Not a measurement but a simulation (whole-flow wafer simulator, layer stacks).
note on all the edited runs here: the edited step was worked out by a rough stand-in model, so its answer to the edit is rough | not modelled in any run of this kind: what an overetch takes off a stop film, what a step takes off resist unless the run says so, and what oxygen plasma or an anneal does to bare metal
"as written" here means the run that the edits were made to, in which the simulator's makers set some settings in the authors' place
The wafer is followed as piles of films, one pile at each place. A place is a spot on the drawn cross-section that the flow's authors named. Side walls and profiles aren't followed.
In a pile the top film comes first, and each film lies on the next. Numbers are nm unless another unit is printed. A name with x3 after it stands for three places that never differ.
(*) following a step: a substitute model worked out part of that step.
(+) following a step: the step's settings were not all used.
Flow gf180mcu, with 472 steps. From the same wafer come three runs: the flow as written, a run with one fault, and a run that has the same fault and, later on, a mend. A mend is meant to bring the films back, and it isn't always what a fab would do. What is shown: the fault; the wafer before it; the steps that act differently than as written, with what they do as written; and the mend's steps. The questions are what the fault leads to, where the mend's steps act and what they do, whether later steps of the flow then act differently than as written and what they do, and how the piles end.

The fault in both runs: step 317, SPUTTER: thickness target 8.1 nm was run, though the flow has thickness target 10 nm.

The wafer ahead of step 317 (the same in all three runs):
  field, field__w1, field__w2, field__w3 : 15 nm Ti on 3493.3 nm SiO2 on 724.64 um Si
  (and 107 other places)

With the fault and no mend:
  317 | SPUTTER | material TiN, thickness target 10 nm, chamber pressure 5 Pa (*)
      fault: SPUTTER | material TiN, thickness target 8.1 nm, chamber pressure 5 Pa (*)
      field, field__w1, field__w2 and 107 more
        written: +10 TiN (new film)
        fault: +8.1 TiN (new film)
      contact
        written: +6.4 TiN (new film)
        fault: +5.19 TiN (new film)
  Steps later in the flow that act otherwise than as written (1 more step, not shown, differs only slightly: by at most 2% or 0.5 nm, whichever is larger):
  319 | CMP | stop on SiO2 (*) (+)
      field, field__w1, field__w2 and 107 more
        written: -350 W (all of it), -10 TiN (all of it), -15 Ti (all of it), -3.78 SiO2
        fault: -350 W (all of it), -8.1 TiN (all of it), -15 Ti (all of it), -3.76 SiO2
  The piles end different from the flow's at contact by more than 2% or 0.5 nm, whichever is larger.
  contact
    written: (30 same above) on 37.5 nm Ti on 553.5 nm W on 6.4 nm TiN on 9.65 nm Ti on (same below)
    fault: (30 same above) on 37.5 nm Ti on 554.7 nm W on 5.19 nm TiN on 9.65 nm Ti on (same below)

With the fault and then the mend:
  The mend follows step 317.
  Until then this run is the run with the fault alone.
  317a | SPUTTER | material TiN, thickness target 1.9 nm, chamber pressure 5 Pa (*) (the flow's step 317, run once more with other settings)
      field, field__w1, field__w2 and 107 more
        +1.9 TiN
      contact
        +1.21 TiN
  Later steps of the flow that are run all act as written at every place that is followed.
  The piles end the same as the flow's at every place that both follow.
